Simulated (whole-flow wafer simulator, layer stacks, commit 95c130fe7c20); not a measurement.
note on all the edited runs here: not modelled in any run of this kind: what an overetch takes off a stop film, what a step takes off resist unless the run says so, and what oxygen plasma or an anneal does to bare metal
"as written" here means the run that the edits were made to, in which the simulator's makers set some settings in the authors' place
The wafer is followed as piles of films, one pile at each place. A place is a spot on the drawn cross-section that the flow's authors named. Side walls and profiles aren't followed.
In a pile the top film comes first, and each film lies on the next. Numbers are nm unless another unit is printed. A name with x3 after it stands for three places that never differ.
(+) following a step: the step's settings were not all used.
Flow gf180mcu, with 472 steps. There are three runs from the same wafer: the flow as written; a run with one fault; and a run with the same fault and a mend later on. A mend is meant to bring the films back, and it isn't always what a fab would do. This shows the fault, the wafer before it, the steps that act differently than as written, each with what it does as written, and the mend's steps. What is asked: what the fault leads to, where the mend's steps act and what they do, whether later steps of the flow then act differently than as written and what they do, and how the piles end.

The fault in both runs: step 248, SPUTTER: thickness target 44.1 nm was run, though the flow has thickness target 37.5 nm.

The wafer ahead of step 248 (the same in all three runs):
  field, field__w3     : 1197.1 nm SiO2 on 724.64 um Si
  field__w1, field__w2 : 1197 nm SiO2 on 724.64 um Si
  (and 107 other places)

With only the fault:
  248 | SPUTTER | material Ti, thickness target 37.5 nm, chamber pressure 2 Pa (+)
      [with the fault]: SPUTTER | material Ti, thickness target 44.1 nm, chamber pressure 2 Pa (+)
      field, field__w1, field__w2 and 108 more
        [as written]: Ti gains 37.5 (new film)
        [with the fault]: Ti gains 44.1 (new film)
  Steps later in the flow that act otherwise than as written:
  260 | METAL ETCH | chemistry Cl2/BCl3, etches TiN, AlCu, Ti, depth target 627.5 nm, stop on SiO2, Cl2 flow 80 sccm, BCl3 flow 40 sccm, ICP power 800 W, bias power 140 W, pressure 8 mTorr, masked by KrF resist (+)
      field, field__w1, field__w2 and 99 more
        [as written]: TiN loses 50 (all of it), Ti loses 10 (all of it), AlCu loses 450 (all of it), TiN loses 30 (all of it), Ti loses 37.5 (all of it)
        [with the fault]: TiN loses 50 (all of it), Ti loses 10 (all of it), AlCu loses 450 (all of it), TiN loses 30 (all of it), Ti loses 44.1 (all of it)
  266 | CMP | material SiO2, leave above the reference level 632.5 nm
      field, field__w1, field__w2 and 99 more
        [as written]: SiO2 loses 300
        [with the fault]: SiO2 loses 293.4
  At field__w8, contact, m1 and 6 more, the piles at the end differ from the flow's by more than 2% or 0.5 nm, whichever is larger.
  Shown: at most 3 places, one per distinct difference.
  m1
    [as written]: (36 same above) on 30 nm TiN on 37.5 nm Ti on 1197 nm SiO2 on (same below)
    [with the fault]: (36 same above) on 30 nm TiN on 44.1 nm Ti on 1197 nm SiO2 on (same below)
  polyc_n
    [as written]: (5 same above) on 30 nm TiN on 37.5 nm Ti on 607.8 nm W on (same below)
    [with the fault]: (5 same above) on 30 nm TiN on 44.1 nm Ti on 607.8 nm W on (same below)
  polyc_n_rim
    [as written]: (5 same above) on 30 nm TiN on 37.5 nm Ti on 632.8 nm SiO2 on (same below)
    [with the fault]: (5 same above) on 30 nm TiN on 44.1 nm Ti on 632.8 nm SiO2 on (same below)

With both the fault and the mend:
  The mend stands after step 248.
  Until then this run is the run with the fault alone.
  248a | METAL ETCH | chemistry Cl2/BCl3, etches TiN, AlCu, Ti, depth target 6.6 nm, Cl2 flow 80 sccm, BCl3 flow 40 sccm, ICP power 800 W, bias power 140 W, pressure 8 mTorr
      field, field__w1, field__w2 and 108 more
        Ti loses 6.6
  Every later step of the flow that is run acts as written at every place that is followed.
  The piles end the same as the flow's at every place that both follow.
